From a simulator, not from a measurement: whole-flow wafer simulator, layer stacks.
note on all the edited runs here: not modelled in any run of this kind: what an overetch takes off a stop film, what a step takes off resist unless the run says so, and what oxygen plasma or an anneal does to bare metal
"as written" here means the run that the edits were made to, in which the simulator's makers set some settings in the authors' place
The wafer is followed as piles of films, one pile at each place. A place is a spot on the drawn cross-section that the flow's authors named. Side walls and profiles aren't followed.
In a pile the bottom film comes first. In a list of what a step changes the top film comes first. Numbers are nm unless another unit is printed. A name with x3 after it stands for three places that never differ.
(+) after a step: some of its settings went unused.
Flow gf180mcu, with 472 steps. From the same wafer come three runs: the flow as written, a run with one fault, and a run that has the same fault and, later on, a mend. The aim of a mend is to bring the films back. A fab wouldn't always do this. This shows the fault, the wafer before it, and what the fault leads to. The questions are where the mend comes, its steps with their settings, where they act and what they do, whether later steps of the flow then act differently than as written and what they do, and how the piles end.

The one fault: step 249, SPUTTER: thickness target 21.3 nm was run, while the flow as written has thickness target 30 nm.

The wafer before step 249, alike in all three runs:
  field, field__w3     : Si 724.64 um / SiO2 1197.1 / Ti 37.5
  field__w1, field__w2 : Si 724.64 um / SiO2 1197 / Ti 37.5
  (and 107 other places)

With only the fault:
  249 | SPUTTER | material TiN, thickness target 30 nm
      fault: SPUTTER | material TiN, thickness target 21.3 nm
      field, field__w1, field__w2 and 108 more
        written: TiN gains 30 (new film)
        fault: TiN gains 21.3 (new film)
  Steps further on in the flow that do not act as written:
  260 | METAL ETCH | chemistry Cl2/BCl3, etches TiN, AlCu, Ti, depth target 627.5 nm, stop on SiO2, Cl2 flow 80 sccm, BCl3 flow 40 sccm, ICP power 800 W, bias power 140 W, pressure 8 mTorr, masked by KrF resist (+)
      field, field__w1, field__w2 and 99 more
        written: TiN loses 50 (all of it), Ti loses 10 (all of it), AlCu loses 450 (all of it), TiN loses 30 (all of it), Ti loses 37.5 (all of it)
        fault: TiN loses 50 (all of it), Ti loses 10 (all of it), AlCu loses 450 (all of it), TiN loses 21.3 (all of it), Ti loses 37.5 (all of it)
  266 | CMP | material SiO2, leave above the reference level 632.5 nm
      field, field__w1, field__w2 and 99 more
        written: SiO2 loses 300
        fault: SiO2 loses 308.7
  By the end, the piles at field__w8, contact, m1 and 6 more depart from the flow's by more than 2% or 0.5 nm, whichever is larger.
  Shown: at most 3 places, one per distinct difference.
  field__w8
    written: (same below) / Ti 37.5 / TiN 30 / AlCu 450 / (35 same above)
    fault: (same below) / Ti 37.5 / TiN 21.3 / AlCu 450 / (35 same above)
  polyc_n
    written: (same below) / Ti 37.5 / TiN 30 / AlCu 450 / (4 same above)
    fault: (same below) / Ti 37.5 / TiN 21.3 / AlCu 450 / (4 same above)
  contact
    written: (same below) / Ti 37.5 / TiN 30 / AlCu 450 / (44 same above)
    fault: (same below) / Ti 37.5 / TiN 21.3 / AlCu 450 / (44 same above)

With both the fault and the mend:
  After step 249 comes the mend.
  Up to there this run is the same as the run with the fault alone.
  249a | SPUTTER | material TiN, thickness target 8.7 nm (the flow's step 249, run once more with other settings)
      field, field__w1, field__w2 and 108 more
        TiN gains 8.7
  Later steps of the flow that are run all act as written at every place that is followed.
  At every place that both follow, the piles at the end match the flow's.
